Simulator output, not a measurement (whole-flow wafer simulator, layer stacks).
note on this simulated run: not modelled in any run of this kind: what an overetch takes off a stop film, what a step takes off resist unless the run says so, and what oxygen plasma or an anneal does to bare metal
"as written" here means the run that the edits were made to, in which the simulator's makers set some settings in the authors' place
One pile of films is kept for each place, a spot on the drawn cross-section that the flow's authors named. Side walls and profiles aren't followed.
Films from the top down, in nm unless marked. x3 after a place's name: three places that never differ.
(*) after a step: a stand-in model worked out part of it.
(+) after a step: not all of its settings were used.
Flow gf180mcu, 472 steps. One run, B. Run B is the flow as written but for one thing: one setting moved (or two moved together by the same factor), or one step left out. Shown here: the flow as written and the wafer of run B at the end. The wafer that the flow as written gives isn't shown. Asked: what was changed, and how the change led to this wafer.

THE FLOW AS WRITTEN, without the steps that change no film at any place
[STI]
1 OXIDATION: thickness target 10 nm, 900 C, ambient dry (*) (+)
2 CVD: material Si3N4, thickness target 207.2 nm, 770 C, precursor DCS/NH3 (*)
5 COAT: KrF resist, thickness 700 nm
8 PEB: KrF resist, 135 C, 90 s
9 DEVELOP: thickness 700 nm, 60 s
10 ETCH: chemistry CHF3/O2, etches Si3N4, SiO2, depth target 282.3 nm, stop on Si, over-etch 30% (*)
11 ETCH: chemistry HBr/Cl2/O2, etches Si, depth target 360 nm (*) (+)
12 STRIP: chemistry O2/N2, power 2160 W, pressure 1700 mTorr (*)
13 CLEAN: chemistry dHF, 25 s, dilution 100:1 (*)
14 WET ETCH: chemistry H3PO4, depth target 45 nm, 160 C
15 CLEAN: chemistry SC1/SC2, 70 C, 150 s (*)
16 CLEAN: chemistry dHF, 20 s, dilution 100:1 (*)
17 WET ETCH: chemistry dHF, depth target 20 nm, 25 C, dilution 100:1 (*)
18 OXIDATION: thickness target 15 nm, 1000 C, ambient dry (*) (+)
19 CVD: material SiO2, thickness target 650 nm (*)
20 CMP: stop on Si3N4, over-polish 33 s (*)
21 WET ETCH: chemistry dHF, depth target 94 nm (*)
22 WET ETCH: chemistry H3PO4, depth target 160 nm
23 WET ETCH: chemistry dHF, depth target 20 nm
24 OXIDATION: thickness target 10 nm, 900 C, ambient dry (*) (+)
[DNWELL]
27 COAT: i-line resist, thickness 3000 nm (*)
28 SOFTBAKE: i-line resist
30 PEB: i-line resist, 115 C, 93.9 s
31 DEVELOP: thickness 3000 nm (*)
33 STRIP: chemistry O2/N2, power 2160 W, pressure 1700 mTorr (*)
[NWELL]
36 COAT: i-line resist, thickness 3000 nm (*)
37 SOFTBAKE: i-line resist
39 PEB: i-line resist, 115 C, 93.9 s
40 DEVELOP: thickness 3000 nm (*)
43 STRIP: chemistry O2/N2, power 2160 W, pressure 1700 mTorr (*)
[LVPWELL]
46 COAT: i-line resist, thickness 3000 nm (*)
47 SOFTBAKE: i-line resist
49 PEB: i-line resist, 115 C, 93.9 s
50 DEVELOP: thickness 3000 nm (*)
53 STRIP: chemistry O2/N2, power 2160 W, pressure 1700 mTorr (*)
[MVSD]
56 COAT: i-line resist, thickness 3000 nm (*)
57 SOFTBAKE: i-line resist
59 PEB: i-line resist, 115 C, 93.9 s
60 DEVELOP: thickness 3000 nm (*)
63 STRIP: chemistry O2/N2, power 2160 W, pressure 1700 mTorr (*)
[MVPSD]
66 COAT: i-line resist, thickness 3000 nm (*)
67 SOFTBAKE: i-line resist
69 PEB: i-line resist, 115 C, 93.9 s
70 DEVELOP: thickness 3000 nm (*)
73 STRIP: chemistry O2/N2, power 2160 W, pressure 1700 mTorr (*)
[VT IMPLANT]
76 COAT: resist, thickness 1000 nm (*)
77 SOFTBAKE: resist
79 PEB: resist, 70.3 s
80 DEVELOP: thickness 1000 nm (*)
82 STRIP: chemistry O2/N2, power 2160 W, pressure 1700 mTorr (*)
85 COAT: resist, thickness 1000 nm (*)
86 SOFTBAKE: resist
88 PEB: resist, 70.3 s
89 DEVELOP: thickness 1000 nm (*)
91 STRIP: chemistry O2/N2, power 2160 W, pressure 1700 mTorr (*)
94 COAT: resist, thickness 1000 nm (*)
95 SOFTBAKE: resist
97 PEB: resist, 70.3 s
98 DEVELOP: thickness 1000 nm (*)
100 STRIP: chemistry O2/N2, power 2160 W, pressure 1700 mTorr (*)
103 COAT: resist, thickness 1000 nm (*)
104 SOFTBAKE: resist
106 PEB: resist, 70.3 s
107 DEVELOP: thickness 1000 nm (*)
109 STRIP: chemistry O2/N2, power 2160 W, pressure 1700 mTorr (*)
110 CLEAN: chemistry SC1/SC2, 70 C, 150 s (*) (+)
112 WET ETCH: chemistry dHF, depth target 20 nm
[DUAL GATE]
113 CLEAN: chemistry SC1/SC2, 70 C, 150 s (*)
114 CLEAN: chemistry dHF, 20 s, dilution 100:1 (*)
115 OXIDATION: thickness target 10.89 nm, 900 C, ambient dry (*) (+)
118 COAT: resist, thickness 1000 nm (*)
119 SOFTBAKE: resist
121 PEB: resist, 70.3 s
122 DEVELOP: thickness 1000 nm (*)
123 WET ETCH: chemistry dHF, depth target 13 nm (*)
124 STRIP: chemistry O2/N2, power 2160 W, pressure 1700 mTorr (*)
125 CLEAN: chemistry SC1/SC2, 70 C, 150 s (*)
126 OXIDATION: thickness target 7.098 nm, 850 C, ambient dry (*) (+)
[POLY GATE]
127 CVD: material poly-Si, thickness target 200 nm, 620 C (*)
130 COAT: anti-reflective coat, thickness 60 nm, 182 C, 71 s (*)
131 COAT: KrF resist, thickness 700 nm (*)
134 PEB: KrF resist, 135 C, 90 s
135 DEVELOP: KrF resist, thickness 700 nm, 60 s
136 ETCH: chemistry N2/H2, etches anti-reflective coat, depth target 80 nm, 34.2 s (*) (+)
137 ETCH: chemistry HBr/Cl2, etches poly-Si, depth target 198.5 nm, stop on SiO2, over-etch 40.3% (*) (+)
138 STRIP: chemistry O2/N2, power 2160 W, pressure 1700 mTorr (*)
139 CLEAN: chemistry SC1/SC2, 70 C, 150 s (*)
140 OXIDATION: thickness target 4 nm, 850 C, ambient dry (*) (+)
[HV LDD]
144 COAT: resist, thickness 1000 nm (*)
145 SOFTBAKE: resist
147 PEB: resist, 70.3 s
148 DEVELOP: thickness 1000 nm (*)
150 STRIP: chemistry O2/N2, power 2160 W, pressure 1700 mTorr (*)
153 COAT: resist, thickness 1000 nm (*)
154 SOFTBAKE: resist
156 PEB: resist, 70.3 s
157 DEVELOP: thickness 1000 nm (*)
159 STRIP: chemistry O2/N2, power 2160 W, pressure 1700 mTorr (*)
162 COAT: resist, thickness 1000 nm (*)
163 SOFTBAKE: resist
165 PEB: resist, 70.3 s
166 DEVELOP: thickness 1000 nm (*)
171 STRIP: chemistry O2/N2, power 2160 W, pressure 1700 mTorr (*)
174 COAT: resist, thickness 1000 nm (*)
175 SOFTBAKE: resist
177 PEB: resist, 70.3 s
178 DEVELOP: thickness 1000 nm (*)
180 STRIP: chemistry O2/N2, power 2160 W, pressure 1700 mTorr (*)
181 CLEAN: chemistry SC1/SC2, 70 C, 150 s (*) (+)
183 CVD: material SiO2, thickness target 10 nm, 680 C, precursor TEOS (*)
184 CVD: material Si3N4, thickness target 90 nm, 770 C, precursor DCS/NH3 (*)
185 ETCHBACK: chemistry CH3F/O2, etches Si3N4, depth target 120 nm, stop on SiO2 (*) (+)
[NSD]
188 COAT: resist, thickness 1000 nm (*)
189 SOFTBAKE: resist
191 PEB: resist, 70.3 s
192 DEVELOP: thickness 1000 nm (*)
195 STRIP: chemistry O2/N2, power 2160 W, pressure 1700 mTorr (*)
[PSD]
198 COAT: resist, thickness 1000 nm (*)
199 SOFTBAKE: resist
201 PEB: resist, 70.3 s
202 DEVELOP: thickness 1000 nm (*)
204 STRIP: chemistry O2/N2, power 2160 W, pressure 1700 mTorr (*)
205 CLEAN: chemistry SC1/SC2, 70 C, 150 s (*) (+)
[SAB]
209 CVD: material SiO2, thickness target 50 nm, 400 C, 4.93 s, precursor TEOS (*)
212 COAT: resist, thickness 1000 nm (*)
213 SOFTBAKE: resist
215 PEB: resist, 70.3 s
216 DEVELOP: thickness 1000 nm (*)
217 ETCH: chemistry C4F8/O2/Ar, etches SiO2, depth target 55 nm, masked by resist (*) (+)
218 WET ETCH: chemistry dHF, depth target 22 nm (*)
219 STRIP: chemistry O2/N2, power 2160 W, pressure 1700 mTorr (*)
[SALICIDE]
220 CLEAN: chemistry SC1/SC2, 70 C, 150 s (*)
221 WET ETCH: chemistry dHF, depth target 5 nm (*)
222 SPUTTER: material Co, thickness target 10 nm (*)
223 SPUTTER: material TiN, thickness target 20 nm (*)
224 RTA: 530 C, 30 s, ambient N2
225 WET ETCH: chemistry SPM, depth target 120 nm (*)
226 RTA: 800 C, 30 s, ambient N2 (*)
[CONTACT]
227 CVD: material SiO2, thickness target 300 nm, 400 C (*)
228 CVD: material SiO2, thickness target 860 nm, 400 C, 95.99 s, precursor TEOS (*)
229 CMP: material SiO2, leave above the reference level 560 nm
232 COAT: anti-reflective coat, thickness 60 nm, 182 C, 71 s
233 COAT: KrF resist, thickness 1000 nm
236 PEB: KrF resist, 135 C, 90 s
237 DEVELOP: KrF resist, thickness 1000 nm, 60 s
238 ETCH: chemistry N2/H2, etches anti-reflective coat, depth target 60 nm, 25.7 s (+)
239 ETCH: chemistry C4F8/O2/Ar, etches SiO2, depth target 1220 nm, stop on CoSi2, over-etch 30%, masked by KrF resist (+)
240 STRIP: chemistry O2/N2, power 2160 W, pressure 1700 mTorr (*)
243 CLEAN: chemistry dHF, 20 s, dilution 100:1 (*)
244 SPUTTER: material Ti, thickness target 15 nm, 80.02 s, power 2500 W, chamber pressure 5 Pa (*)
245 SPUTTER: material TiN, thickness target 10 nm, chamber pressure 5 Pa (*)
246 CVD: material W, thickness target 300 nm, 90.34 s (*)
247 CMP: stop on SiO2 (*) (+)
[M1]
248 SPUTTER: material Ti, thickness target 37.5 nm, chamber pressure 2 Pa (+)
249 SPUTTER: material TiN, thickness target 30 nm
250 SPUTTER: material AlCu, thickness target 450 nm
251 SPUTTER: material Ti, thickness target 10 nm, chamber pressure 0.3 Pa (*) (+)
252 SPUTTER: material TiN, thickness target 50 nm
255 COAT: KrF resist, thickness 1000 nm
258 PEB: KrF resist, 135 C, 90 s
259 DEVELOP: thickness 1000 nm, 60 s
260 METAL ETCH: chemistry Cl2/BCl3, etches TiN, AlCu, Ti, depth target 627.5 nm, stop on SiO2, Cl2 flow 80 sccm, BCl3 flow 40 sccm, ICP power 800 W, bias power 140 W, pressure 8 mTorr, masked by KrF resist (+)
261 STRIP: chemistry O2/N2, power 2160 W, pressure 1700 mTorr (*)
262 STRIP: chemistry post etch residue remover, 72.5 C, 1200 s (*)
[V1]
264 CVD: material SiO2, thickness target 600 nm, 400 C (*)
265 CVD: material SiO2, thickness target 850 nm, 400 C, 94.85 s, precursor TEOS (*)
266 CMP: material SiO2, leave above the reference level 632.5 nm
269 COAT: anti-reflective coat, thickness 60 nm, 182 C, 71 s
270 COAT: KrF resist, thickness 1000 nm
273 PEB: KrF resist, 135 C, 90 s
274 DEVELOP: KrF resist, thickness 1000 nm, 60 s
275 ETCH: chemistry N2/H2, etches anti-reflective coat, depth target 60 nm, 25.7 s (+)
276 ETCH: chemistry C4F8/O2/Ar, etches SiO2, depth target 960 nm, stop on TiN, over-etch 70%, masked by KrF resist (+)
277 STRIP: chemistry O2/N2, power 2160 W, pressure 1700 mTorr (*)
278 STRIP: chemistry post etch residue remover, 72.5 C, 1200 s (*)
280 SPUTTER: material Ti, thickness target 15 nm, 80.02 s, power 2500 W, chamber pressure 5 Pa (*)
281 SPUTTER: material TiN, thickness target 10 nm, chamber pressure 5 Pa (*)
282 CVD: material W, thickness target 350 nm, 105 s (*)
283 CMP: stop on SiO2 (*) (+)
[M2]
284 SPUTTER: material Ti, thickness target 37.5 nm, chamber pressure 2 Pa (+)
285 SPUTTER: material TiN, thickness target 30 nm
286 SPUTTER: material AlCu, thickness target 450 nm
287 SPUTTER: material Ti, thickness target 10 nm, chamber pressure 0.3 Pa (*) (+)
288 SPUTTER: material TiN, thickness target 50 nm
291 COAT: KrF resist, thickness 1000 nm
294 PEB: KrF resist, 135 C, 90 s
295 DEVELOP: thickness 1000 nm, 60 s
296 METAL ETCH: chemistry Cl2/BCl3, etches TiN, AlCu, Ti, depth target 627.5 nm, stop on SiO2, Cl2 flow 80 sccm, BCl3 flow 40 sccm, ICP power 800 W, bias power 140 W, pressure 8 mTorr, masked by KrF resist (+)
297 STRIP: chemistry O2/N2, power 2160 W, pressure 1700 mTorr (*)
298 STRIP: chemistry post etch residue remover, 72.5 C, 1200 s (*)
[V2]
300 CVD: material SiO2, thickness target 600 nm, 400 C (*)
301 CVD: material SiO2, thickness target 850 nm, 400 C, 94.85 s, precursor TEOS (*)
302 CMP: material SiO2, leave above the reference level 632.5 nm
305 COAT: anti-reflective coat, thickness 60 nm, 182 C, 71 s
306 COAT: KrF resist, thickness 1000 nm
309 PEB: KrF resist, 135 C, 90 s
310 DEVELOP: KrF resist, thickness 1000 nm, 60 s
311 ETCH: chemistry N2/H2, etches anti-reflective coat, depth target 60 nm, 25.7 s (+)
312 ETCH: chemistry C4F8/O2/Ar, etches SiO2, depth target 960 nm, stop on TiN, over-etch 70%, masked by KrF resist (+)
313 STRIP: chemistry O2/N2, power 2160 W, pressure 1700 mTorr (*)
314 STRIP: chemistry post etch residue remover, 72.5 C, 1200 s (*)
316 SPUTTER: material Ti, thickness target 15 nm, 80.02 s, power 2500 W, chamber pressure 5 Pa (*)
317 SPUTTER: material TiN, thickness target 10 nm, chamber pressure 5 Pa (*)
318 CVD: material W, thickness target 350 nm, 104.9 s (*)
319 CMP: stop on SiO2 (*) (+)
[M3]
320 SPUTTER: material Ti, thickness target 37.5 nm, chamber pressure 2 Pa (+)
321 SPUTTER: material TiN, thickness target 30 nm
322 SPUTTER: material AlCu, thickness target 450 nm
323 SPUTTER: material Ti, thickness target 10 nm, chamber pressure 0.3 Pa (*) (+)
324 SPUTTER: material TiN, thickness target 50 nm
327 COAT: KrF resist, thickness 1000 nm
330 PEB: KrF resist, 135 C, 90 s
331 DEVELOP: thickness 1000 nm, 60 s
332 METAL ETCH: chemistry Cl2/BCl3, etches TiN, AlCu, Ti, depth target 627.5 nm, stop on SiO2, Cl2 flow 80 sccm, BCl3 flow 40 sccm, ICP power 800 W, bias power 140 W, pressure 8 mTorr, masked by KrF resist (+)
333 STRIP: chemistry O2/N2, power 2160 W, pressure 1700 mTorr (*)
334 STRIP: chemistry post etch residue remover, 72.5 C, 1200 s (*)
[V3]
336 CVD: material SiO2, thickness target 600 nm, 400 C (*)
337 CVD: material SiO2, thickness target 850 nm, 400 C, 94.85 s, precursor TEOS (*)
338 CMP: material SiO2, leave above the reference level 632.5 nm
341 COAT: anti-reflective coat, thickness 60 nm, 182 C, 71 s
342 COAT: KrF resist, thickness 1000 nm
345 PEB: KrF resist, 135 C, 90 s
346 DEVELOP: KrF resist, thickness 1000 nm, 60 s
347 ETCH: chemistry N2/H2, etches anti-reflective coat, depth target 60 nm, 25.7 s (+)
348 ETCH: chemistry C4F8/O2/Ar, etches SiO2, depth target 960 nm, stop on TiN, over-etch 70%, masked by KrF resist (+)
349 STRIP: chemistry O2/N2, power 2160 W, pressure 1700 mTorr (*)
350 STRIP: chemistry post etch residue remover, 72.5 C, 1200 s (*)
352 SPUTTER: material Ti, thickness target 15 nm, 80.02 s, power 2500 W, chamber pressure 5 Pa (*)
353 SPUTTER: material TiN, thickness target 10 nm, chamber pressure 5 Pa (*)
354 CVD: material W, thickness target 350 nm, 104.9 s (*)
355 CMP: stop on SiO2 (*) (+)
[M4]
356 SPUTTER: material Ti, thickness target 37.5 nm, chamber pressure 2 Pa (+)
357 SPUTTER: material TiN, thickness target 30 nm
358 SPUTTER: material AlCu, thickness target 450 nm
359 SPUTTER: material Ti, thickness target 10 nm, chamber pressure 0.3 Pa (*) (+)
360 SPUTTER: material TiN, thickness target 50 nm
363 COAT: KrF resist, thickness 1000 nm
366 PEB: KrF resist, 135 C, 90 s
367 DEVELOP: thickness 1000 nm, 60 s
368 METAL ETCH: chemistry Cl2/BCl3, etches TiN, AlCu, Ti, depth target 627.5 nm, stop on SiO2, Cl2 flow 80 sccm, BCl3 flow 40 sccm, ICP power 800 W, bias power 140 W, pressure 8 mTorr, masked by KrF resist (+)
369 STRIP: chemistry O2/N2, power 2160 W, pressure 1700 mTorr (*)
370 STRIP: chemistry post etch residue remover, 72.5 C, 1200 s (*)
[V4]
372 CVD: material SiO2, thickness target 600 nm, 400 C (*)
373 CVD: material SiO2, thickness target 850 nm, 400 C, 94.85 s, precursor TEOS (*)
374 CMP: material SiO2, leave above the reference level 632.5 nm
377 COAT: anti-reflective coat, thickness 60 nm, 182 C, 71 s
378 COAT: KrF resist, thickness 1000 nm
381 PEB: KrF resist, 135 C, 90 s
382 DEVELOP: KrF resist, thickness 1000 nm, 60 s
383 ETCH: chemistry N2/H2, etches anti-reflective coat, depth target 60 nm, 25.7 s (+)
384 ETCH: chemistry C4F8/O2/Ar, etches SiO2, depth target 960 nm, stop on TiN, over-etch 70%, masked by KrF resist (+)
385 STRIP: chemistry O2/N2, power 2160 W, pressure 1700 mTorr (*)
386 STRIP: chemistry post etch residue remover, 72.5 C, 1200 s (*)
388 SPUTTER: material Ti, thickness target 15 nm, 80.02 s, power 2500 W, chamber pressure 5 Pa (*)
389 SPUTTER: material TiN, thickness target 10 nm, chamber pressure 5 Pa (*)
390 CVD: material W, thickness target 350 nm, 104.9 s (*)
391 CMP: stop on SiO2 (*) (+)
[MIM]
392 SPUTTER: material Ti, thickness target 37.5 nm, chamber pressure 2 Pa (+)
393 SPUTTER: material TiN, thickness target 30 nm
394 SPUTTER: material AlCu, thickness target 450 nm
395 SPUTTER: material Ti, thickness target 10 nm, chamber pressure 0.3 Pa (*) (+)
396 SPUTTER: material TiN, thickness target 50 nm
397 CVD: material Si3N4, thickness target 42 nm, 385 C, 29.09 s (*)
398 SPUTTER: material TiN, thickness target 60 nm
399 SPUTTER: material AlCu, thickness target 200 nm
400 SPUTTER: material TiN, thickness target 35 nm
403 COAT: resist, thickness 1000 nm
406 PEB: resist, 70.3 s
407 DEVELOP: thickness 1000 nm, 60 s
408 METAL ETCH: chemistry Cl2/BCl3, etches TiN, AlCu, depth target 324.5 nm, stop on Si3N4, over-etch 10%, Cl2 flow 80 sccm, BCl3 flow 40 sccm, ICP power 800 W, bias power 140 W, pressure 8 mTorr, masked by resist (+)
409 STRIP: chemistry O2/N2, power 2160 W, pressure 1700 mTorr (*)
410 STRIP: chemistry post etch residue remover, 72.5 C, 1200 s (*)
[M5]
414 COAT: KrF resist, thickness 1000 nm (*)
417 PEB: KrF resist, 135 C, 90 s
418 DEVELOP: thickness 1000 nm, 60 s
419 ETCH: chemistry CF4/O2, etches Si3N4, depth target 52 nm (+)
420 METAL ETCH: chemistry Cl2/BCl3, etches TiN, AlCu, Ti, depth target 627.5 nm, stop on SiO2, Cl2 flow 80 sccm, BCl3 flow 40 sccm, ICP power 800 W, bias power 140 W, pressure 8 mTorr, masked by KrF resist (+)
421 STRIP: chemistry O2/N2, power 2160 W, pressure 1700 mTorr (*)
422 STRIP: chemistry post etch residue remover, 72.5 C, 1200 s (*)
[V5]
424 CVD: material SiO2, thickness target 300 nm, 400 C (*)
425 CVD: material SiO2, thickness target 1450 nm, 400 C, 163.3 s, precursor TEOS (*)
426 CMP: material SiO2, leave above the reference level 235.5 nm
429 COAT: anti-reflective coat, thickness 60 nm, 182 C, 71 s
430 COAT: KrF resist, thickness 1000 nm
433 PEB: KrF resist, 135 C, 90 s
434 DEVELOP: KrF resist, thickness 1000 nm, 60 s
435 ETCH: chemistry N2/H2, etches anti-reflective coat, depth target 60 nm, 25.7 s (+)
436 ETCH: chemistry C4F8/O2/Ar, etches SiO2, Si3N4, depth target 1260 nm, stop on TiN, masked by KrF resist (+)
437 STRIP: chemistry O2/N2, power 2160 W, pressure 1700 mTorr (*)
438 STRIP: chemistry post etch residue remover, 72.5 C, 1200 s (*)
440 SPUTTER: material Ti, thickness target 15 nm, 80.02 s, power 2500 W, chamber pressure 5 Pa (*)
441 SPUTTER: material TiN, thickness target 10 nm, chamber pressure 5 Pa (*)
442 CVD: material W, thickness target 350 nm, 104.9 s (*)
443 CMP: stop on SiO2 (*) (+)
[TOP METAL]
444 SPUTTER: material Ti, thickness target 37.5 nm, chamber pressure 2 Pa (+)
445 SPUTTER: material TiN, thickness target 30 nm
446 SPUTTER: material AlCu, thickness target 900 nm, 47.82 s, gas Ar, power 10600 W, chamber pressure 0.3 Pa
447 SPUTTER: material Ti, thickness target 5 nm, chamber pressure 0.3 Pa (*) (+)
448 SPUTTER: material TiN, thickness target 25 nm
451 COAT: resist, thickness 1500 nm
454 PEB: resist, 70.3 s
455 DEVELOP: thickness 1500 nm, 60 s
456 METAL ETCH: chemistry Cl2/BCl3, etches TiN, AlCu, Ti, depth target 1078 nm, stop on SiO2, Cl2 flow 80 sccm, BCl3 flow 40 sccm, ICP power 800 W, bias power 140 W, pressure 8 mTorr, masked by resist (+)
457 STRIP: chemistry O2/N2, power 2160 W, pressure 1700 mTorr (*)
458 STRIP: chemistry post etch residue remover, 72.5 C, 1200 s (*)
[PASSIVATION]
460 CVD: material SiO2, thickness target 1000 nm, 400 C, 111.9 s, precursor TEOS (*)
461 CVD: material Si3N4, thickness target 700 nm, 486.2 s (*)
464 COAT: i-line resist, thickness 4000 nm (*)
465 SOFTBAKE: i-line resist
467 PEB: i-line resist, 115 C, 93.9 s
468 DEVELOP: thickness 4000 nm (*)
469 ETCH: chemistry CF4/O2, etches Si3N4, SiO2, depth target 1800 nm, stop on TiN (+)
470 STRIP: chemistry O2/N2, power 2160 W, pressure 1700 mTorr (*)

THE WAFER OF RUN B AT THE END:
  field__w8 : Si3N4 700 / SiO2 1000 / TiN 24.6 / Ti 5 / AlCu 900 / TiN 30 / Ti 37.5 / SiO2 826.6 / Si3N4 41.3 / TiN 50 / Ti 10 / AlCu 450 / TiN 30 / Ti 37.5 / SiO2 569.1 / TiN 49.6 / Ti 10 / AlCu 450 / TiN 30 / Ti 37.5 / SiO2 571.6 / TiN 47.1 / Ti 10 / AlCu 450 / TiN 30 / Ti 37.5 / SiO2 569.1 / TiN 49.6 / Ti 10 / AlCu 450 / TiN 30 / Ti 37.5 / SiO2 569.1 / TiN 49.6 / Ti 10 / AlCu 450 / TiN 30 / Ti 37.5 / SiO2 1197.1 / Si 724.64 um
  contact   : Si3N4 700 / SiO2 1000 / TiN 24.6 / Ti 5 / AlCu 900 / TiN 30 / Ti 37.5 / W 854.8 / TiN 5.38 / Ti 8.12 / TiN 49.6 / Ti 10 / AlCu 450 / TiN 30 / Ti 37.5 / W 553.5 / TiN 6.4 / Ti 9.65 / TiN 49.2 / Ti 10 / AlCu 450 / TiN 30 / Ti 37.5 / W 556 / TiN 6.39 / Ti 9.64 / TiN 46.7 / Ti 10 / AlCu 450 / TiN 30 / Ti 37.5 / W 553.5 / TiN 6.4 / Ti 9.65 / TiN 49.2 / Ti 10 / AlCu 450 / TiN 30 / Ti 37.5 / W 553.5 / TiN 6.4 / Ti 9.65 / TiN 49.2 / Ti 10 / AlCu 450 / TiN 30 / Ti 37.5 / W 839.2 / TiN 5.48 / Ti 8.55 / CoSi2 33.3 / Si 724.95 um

The cause: step 324, SPUTTER: thickness target 47.5 nm was run, where the flow has thickness target 50 nm.

How the change led to this, step by step:
  324 SPUTTER: material TiN, thickness target 50 nm
      field, field__w1, field__w2 and 108 more: TiN +47.5 (new film) (as written it would be: TiN +50 (new film))
  332 METAL ETCH: chemistry Cl2/BCl3, etches TiN, AlCu, Ti, depth target 627.5 nm, stop on SiO2, Cl2 flow 80 sccm, BCl3 flow 40 sccm, ICP power 800 W, bias power 140 W, pressure 8 mTorr, masked by KrF resist (+)
      field, field__w1, field__w2 and 103 more: TiN -47.5 (all of it), Ti -10 (all of it), AlCu -450 (all of it), TiN -30 (all of it), Ti -37.5 (all of it) (as written it would be: TiN -50 (all of it), Ti -10 (all of it), AlCu -450 (all of it), TiN -30 (all of it), Ti -37.5 (all of it))
